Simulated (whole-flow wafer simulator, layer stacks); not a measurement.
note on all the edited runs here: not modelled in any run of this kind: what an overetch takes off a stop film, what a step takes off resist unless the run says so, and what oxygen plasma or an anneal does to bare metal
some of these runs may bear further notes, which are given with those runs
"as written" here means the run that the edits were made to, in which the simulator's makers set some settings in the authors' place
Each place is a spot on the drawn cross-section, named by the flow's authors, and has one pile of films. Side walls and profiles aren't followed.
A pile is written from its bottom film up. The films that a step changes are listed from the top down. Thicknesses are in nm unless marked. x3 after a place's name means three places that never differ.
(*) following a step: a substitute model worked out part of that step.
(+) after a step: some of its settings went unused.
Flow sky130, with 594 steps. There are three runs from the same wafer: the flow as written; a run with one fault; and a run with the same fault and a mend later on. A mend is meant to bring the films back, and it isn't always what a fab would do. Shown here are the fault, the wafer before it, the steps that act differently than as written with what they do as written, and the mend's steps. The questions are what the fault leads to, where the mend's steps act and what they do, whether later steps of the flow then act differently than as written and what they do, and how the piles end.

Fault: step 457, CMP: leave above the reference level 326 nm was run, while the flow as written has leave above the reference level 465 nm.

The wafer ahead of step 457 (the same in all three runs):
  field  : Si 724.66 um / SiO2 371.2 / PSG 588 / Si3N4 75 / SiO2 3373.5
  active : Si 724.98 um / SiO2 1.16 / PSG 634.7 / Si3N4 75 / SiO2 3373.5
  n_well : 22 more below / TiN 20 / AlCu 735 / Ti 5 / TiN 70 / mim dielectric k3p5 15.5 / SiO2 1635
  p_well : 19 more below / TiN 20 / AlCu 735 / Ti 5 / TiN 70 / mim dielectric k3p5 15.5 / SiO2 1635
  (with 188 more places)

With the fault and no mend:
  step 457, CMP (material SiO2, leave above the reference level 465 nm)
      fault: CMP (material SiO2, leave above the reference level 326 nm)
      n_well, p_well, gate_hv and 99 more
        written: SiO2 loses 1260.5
        fault: SiO2 loses 1399.5
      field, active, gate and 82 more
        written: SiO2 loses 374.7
        fault: SiO2 loses 513.7
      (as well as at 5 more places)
  Steps further on in the flow that do not act as written (2 other steps are not shown; they differ only slightly, by no more than 2% or 0.5 nm, whichever is larger):
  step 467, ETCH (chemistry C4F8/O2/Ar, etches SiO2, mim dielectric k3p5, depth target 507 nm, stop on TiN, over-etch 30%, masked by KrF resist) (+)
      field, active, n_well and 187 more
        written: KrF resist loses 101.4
        fault: KrF resist loses 65.3
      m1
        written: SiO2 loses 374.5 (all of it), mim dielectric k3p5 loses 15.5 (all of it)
        fault: SiO2 loses 235.5 (all of it), mim dielectric k3p5 loses 15.5 (all of it)
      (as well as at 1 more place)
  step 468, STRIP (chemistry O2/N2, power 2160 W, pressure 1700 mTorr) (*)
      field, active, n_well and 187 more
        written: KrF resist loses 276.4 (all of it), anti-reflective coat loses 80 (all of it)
        fault: KrF resist loses 312.6 (all of it), anti-reflective coat loses 80 (all of it)
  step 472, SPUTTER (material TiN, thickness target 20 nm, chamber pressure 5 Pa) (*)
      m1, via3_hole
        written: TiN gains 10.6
        fault: TiN gains 12.6
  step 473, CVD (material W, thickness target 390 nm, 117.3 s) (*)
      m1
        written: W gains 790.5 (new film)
        fault: W gains 649.4 (new film)
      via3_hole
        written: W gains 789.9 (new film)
        fault: W gains 648.8 (new film)
  By the end, the piles at field, active, n_well and 190 more depart from the flow's by more than 2% or 0.5 nm, whichever is larger.
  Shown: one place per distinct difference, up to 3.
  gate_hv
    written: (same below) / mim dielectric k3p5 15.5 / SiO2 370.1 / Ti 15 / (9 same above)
    fault: (same below) / mim dielectric k3p5 15.5 / SiO2 231.1 / Ti 15 / (9 same above)
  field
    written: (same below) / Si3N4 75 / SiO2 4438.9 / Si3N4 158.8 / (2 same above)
    fault: (same below) / Si3N4 75 / SiO2 4299.9 / Si3N4 158.8 / (2 same above)
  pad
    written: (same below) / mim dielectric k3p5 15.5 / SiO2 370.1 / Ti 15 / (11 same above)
    fault: (same below) / mim dielectric k3p5 15.5 / SiO2 231.1 / Ti 15 / (11 same above)

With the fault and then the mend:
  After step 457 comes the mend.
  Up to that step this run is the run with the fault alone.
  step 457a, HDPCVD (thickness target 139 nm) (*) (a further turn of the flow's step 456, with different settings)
      field, active, n_well and 189 more
        SiO2 gains 139
  None of the later steps of the flow differs from how it acts as written, at any place that is followed, by more than 2% or 0.5 nm, whichever is larger.
  At every place that both follow, the piles at the end match the flow's.
